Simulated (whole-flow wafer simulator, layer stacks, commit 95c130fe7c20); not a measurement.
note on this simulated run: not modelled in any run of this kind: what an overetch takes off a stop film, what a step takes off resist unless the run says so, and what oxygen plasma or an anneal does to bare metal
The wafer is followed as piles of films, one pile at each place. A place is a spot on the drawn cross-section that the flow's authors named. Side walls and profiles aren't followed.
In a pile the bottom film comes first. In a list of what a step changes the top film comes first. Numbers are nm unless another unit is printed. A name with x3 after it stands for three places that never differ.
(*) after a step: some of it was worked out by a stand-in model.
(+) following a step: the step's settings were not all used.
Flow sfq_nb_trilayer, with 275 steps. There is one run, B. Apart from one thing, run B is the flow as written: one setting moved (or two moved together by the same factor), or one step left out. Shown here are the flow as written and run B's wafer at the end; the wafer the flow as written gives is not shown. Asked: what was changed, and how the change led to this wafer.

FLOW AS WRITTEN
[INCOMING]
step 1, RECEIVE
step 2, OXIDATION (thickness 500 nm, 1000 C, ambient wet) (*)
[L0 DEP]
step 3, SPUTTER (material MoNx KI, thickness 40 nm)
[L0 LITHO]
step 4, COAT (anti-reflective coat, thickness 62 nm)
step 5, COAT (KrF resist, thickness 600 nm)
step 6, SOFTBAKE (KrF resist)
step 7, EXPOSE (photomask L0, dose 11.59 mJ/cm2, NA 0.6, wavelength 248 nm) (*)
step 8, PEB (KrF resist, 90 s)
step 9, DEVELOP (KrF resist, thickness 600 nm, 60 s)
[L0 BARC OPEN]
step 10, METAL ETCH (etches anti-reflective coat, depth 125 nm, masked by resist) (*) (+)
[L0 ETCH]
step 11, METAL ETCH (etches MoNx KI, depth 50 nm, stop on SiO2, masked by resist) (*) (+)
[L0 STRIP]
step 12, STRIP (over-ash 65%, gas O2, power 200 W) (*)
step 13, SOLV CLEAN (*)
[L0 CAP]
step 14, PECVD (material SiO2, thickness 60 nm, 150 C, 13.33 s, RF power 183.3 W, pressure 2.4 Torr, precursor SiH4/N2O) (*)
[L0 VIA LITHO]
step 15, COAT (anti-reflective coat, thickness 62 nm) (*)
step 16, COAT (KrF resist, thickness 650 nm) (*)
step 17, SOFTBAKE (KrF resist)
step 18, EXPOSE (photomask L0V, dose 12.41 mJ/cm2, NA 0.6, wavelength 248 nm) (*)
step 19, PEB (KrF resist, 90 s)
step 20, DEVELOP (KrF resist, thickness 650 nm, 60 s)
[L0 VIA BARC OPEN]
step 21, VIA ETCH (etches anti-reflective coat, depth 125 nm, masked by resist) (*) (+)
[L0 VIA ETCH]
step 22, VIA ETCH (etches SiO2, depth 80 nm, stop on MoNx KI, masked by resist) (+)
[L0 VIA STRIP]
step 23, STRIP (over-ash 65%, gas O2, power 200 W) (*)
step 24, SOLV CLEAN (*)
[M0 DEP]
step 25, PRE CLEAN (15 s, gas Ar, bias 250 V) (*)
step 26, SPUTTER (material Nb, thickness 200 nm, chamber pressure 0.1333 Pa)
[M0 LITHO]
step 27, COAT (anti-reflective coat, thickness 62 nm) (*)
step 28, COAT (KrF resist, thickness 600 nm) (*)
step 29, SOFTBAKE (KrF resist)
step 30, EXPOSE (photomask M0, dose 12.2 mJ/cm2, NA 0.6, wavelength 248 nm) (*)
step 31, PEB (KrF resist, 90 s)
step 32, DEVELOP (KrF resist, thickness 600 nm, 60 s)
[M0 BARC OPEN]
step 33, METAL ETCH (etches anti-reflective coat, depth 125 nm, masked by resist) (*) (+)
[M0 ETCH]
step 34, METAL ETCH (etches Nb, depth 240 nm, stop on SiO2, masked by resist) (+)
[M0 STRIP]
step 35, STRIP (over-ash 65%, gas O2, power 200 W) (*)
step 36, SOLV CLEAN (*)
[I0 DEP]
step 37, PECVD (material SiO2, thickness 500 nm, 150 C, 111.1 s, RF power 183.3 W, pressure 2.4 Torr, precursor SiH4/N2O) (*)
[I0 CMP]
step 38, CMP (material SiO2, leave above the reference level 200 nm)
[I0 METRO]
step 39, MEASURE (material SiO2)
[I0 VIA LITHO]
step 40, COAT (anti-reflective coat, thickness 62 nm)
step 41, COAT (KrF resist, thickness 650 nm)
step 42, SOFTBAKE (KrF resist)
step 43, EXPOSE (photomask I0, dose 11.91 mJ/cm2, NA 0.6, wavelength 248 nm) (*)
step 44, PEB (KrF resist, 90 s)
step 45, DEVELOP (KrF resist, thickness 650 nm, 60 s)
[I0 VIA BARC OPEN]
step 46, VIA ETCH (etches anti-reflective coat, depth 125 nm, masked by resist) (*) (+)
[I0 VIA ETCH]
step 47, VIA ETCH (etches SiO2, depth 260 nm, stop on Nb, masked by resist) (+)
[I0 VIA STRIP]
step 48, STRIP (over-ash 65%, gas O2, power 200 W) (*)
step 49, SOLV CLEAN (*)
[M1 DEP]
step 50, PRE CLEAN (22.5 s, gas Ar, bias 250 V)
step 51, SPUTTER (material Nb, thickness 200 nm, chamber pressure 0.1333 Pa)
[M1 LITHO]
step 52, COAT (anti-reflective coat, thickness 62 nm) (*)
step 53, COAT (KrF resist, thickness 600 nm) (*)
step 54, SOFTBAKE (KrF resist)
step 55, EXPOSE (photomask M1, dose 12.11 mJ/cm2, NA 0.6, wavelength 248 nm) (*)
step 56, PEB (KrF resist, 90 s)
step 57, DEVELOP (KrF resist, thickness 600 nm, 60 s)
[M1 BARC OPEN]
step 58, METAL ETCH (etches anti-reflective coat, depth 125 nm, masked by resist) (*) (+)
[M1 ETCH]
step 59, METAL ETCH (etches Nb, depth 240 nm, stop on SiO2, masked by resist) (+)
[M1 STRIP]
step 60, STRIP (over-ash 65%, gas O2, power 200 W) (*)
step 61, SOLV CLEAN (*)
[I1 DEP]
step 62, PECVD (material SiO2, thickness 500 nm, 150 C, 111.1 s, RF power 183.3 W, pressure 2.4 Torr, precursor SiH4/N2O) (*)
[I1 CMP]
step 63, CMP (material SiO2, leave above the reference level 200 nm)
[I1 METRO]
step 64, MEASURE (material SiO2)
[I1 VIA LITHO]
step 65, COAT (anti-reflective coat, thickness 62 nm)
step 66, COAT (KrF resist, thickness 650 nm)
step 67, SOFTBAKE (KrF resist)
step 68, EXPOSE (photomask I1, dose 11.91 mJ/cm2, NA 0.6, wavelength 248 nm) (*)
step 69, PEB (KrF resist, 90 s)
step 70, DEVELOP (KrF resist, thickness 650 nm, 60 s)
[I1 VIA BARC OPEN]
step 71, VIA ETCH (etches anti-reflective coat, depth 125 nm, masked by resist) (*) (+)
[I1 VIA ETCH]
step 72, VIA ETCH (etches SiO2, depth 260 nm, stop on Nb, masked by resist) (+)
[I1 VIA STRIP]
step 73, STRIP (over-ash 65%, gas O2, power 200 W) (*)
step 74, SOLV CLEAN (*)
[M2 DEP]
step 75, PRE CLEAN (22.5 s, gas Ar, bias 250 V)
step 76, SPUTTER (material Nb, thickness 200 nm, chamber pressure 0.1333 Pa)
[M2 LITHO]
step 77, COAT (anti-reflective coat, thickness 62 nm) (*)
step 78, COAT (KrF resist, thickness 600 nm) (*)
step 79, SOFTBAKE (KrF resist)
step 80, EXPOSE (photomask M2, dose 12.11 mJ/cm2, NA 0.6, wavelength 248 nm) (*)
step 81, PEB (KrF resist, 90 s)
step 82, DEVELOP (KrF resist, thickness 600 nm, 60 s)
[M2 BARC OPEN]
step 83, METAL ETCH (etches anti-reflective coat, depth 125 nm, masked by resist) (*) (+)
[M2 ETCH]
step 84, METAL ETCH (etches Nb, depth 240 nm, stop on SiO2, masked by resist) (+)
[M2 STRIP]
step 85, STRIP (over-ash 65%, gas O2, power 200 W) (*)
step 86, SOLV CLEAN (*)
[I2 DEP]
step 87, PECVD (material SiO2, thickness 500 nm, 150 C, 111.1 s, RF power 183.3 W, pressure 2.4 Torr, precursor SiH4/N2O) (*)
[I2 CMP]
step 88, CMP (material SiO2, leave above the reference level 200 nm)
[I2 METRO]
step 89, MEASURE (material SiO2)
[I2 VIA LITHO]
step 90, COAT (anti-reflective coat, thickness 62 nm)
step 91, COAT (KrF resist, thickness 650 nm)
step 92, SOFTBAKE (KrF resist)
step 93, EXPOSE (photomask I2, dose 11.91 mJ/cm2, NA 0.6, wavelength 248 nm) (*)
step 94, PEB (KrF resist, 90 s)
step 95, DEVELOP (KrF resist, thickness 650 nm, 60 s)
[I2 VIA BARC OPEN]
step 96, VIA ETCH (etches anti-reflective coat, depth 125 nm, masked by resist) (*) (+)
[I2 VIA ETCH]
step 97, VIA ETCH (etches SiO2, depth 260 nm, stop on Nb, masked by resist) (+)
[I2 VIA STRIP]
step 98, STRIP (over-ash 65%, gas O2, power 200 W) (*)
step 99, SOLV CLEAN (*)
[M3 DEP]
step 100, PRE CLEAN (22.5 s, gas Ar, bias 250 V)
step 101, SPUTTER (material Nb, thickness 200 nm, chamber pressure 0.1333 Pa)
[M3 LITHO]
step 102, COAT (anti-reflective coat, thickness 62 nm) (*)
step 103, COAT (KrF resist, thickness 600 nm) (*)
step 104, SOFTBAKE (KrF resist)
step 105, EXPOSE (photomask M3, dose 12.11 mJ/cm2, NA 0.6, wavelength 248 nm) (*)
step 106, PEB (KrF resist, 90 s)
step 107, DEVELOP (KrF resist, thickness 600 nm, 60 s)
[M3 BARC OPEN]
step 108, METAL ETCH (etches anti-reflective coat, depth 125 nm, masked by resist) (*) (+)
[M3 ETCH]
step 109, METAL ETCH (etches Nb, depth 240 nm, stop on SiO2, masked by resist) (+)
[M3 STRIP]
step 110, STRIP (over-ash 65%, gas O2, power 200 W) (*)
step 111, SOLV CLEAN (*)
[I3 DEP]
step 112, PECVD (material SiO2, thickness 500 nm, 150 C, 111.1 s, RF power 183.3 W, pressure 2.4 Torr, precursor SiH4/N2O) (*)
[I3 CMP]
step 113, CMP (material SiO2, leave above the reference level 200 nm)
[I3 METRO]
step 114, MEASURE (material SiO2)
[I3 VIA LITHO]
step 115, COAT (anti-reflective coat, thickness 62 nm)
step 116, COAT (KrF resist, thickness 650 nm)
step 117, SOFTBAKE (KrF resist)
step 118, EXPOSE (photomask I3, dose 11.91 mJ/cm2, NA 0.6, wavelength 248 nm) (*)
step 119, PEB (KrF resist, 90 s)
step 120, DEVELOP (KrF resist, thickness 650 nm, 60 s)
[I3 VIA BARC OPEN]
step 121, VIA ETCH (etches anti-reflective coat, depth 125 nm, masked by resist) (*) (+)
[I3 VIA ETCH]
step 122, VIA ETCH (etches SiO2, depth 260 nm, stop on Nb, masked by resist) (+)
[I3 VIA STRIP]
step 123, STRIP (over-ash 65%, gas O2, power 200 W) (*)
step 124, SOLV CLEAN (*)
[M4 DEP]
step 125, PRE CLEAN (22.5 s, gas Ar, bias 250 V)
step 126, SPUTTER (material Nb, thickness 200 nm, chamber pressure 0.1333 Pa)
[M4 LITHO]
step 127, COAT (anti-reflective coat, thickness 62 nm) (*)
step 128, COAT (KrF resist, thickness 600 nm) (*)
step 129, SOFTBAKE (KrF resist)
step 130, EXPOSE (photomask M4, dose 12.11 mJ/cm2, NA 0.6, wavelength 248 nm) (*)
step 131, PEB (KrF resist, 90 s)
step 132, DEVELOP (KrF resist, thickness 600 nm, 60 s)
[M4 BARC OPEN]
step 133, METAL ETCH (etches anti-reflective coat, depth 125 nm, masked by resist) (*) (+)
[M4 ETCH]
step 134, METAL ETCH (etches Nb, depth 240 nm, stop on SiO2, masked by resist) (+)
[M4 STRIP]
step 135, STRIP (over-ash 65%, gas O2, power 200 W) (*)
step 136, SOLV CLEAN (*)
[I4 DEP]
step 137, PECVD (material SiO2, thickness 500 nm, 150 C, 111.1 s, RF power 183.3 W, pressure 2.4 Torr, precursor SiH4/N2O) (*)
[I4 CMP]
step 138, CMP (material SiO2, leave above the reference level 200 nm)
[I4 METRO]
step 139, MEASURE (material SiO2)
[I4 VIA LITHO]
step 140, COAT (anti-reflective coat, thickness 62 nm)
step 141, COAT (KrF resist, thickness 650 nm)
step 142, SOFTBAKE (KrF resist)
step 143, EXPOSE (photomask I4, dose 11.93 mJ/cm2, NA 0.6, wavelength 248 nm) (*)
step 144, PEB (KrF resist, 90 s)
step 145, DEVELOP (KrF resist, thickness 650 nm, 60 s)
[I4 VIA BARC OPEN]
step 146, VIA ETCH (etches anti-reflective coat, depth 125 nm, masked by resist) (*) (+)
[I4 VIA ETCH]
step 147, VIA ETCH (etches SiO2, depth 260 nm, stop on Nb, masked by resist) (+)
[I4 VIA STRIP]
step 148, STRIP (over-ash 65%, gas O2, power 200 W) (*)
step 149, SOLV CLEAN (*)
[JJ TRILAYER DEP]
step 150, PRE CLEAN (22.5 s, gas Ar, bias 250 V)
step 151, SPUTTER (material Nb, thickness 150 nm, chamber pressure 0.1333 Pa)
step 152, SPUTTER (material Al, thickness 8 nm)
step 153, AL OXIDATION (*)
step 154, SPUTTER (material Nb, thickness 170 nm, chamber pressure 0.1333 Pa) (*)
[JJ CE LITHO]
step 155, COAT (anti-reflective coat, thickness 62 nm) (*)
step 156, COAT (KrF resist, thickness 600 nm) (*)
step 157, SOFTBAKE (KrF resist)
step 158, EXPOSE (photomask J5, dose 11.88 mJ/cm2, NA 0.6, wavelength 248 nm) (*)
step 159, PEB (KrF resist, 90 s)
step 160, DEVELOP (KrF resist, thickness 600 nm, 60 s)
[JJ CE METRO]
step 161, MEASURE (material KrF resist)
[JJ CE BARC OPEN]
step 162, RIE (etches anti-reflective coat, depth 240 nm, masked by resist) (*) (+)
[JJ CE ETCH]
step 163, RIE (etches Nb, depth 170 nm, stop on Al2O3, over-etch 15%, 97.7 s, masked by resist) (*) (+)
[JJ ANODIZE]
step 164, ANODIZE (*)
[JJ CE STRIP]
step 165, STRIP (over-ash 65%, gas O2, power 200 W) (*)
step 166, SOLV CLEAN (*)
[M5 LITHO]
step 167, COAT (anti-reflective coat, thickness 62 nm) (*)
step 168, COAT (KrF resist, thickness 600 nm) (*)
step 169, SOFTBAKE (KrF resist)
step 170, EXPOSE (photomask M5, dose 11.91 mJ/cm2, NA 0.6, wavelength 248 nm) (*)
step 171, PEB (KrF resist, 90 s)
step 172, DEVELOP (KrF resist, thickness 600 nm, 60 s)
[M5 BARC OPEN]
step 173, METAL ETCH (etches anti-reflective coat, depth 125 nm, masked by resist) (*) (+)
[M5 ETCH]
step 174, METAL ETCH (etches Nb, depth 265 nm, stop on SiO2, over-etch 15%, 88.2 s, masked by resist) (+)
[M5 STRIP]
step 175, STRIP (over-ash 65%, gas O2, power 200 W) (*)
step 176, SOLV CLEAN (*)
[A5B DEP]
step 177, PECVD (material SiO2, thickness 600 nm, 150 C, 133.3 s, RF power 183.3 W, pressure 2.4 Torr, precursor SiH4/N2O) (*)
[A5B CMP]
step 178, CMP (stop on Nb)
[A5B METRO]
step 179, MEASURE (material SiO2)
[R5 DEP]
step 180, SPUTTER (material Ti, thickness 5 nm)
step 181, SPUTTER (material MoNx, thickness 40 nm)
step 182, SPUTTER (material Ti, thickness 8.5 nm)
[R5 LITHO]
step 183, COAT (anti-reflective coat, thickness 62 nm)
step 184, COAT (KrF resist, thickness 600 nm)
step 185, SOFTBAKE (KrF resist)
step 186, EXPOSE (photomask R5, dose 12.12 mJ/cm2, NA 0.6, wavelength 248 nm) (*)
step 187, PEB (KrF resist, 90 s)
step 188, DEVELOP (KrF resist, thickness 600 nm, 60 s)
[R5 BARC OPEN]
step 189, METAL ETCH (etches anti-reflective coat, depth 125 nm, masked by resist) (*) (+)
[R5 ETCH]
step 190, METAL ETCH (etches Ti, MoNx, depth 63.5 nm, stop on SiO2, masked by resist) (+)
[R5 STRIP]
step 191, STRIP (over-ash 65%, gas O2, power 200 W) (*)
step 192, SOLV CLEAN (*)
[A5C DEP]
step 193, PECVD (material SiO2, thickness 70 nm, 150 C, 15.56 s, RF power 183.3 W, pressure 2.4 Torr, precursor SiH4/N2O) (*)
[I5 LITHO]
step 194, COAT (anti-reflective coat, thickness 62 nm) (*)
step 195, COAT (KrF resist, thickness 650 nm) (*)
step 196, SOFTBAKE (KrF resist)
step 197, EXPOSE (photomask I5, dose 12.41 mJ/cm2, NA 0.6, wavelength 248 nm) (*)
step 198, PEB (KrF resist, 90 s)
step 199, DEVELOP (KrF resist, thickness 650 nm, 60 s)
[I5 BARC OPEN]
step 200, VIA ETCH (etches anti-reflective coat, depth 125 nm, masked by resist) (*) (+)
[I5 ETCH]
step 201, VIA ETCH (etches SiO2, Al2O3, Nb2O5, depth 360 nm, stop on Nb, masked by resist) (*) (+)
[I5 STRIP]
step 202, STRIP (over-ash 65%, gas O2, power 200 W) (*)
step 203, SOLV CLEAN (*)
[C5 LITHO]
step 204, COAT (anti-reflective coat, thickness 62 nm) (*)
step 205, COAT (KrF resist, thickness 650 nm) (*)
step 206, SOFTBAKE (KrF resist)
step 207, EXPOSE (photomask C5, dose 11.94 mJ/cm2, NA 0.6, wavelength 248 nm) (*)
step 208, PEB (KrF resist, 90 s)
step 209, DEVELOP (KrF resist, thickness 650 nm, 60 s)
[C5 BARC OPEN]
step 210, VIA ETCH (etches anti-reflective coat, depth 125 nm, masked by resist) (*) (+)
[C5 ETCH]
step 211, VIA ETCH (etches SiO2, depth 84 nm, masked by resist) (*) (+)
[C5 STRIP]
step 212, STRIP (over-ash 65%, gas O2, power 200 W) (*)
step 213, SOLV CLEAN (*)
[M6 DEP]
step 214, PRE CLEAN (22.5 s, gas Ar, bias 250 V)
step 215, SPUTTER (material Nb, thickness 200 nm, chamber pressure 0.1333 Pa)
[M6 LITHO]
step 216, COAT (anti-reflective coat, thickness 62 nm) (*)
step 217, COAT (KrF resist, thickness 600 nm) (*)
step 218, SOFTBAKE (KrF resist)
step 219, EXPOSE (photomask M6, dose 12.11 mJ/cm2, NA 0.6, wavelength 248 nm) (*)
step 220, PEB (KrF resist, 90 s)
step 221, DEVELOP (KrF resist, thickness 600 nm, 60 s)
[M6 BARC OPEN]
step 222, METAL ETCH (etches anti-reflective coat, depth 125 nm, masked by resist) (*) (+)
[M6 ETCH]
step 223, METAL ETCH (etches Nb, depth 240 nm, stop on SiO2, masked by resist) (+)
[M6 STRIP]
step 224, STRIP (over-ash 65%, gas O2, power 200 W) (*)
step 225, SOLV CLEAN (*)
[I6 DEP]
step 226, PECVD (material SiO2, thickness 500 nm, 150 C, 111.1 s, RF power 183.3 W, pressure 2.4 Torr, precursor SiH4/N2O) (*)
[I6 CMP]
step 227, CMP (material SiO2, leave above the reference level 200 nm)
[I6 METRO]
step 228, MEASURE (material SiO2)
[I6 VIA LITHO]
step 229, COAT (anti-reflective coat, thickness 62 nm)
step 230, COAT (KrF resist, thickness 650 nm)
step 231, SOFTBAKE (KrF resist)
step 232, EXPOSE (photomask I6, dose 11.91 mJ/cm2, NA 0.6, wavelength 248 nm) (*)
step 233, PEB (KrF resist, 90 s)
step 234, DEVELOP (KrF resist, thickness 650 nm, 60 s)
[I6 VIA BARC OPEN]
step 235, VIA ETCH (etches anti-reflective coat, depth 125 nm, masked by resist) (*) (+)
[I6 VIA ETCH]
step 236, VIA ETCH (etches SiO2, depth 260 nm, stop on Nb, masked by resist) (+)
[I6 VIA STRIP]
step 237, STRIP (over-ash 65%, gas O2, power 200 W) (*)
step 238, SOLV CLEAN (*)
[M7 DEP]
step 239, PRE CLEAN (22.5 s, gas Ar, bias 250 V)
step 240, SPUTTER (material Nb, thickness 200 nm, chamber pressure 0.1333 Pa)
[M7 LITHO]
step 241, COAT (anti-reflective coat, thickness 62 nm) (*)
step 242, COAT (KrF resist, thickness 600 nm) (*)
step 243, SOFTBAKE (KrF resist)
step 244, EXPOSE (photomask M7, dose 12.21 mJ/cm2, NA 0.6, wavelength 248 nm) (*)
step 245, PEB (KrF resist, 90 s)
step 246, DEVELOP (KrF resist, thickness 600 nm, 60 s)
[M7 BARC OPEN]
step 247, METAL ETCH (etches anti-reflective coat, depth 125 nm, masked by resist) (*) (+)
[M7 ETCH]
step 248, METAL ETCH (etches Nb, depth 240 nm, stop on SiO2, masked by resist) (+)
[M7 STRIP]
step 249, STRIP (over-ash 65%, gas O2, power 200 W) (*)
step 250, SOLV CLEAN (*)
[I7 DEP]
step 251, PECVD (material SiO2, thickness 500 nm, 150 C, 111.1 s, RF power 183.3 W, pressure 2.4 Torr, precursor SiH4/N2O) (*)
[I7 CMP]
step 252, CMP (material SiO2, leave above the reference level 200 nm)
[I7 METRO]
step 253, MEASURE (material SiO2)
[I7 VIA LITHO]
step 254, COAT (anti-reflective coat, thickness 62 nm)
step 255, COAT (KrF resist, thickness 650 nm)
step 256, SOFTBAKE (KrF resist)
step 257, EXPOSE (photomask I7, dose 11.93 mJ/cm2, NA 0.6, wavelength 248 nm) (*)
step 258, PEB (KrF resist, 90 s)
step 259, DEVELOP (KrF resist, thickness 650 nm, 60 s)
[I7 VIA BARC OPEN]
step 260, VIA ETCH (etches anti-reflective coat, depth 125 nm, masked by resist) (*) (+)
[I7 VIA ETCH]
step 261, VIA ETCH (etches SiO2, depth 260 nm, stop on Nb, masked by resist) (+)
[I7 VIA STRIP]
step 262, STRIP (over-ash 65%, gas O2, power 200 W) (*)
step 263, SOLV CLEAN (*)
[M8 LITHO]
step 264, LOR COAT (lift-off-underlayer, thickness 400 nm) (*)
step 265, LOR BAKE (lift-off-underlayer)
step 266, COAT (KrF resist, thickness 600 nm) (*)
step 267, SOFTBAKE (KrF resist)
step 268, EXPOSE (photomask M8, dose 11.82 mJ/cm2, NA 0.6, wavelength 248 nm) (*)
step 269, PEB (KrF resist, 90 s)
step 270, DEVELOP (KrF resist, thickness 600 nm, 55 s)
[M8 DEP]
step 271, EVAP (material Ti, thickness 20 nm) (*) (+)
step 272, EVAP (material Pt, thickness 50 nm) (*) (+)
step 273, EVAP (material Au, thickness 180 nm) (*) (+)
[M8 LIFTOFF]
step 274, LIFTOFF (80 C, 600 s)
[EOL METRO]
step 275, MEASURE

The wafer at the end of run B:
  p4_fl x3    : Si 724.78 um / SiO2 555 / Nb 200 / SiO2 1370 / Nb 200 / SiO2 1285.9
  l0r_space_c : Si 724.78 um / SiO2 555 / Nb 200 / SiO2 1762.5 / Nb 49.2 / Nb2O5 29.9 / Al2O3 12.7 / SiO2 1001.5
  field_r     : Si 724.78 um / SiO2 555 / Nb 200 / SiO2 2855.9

What caused this: step 151, SPUTTER: thickness 60 nm was run, whereas the flow has thickness 150 nm.

How this came from the change, step by step:
  step 151, SPUTTER (material Nb, thickness 150 nm, chamber pressure 0.1333 Pa)
      field_l, v_sur, via_sp and 100 more: +60 Nb (new film) (it would be, as written: +150 Nb (new film))
      via_wl, via_wr: +42.9 Nb (it would be, as written: +130.4 Nb)
      (also at 1 further place)
  step 152, SPUTTER (material Al, thickness 8 nm)
      via_wl, via_wr: +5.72 Al (new film) (it would be, as written: +5.14 Al (new film))
  step 154, SPUTTER (material Nb, thickness 170 nm, chamber pressure 0.1333 Pa) (*)
      via_wl, via_wr: +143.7 Nb (new film) (it would be, as written: +140.7 Nb (new film))
      via_w: +145.8 Nb (new film) (it would be, as written: +141 Nb (new film))
  step 155, COAT (anti-reflective coat, thickness 62 nm) (*)
      via_wl, via_wr: +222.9 anti-reflective coat (new film) (it would be, as written: +209.4 anti-reflective coat (new film))
      via_w: +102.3 anti-reflective coat (new film) (it would be, as written: +97.4 anti-reflective coat (new film))
  step 156, COAT (KrF resist, thickness 600 nm) (*)
      via_wl: +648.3 KrF resist (new film) (it would be, as written: +663 KrF resist (new film))
      via_w: +744.1 KrF resist (new film) (it would be, as written: +763.8 KrF resist (new film))
      (also at 1 further place)
  step 160, DEVELOP (KrF resist, thickness 600 nm, 60 s)
      via_wl: -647 KrF resist (all of it) (it would be, as written: -661.6 KrF resist (all of it))
      via_w: -742.5 KrF resist (all of it) (it would be, as written: -762.1 KrF resist (all of it))
      (also at 1 further place)
  step 162, RIE (etches anti-reflective coat, depth 240 nm, masked by resist) (*) (+)
      ce_l, c5j, ce_r, wl_jj: -222.9 KrF resist (it would be, as written: -209.4 KrF resist)
      via_wl, via_wr: -222.9 anti-reflective coat (all of it) (it would be, as written: -209.4 anti-reflective coat (all of it))
      (also at 1 further place)
  step 163, RIE (etches Nb, depth 170 nm, stop on Al2O3, over-etch 15%, 97.7 s, masked by resist) (*) (+)
      via_wl, via_wr: -143.7 Nb (all of it), -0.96 Al2O3 (all of it) (it would be, as written: -140.7 Nb (all of it), -0.96 Al2O3 (all of it))
      via_w: -145.8 Nb (all of it), -0.96 Al2O3 (all of it) (it would be, as written: -141 Nb (all of it), -0.96 Al2O3 (all of it))
  step 164, ANODIZE (*)
      via_wl, via_wr: +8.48 Al2O3 (new film), +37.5 Nb2O5 (new film), -5.14 Al (all of it), -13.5 Nb (it would be, as written: +7.52 Al2O3 (new film), +39.2 Nb2O5 (new film), -4.56 Al (all of it), -14.1 Nb)
      via_w: +11.2 Al2O3 (new film), +32.5 Nb2O5 (new film), -6.82 Al (all of it), -11.7 Nb (it would be, as written: +10.8 Al2O3 (new film), +33.3 Nb2O5 (new film), -6.54 Al (all of it), -12 Nb)
  step 165, STRIP (over-ash 65%, gas O2, power 200 W) (*)
      ce_l: -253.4 KrF resist (all of it), -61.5 anti-reflective coat (all of it) (it would be, as written: -266.8 KrF resist (all of it), -61.4 anti-reflective coat (all of it))
      c5j: -253.4 KrF resist (all of it), -61.5 anti-reflective coat (all of it) (it would be, as written: -266.9 KrF resist (all of it), -61.5 anti-reflective coat (all of it))
      (also at 2 further places)
  step 167, COAT (anti-reflective coat, thickness 62 nm) (*)
      via_w: +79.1 anti-reflective coat (new film) (it would be, as written: +84.1 anti-reflective coat (new film))
      ce_l: +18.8 anti-reflective coat (new film) (it would be, as written: +19.6 anti-reflective coat (new film))
      (also at 1 further place)
  step 174, METAL ETCH (etches Nb, depth 265 nm, stop on SiO2, over-etch 15%, 88.2 s, masked by resist) (+)
      field_l, r_sur, res and 50 more: -12.6 Al2O3 (all of it), -29.9 Nb2O5 (all of it), -49.2 Nb (all of it), -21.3 SiO2 (it would be, as written: -12.6 Al2O3 (all of it), -29.9 Nb2O5 (all of it), -139.2 Nb (all of it), -12.3 SiO2)
  step 175, STRIP (over-ash 65%, gas O2, power 200 W) (*)
      via_w: -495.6 KrF resist (all of it), -79.1 anti-reflective coat (all of it) (it would be, as written: -503.5 KrF resist (all of it), -84.1 anti-reflective coat (all of it))
      ce_l: -300.4 KrF resist (all of it), -18.8 anti-reflective coat (all of it) (it would be, as written: -299.6 KrF resist (all of it), -19.6 anti-reflective coat (all of it))
      (also at 1 further place)
  step 178, CMP (stop on Nb)
      field_l, p4_fl x3, p4_w1 x9 and 29 more: -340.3 SiO2 (it would be, as written: -259.3 SiO2)
      r_sur, res, r_end, moat, field_r, lsp_l: -340.3 SiO2 (it would be, as written: -252.3 SiO2)
      (also at 8 further places)
